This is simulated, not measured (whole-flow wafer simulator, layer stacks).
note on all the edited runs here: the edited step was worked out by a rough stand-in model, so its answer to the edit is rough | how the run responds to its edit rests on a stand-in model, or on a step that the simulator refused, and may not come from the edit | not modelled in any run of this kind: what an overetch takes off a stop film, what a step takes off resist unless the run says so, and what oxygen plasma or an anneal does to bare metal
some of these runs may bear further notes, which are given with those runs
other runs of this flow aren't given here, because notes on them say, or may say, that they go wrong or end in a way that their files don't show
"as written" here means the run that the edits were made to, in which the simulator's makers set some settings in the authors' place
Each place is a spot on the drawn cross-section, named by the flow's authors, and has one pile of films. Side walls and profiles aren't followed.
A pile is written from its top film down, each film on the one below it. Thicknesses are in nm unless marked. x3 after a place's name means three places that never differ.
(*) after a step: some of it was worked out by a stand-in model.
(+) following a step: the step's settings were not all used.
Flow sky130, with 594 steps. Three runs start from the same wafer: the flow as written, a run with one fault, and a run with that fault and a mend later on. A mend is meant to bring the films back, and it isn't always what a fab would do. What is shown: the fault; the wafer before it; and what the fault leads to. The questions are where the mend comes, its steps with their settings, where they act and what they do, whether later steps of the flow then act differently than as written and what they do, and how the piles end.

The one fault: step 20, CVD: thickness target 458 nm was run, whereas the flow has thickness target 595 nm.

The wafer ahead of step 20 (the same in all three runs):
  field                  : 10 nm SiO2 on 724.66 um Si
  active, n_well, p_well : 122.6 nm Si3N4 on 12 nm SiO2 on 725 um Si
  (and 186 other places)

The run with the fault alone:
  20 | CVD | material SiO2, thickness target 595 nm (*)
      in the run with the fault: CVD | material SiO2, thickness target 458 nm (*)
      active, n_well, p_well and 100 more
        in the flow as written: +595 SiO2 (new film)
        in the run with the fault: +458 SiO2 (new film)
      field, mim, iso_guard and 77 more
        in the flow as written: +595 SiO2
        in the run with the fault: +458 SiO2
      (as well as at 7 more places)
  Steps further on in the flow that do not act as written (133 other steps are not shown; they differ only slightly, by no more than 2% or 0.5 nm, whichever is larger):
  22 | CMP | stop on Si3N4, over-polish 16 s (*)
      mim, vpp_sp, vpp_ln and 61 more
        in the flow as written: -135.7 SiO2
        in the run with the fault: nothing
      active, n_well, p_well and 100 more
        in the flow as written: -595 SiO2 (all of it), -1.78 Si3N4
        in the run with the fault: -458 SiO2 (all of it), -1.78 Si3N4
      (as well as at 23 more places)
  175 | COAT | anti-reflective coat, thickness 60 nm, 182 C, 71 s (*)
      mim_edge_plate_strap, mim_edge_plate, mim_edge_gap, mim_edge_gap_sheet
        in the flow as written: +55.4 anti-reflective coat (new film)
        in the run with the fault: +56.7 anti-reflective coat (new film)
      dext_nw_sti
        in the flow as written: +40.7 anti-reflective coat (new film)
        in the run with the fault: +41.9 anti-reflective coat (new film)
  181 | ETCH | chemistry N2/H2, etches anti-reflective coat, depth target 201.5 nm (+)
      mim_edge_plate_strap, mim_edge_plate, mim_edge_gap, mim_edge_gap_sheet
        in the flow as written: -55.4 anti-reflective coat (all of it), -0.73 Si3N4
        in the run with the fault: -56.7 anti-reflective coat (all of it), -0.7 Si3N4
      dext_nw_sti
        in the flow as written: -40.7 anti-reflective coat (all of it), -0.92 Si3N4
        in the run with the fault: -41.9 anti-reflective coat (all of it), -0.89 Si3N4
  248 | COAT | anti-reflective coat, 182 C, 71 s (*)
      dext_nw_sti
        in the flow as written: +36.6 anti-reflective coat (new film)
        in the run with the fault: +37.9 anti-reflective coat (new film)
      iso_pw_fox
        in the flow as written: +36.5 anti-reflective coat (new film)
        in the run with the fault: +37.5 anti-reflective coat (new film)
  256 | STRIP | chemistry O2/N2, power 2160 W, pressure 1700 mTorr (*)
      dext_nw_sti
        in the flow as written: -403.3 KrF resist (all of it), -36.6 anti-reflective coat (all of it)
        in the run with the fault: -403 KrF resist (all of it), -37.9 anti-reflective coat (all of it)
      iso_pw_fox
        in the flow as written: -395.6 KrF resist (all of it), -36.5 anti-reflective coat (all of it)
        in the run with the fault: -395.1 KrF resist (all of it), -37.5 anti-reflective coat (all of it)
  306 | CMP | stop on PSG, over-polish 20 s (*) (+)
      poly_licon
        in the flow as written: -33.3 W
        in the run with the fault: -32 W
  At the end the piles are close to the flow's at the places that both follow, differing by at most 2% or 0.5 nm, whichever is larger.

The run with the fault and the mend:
  After step 20 comes the mend.
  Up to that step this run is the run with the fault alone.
  20a | CVD | material SiO2, thickness target 137 nm (*) (the flow's step 20, run once more with other settings)
      field, active, n_well and 187 more
        +137 SiO2
  None of the later steps of the flow acts differently than as written at any place that is followed.
  The piles end the same as the flow's at every place that both follow.
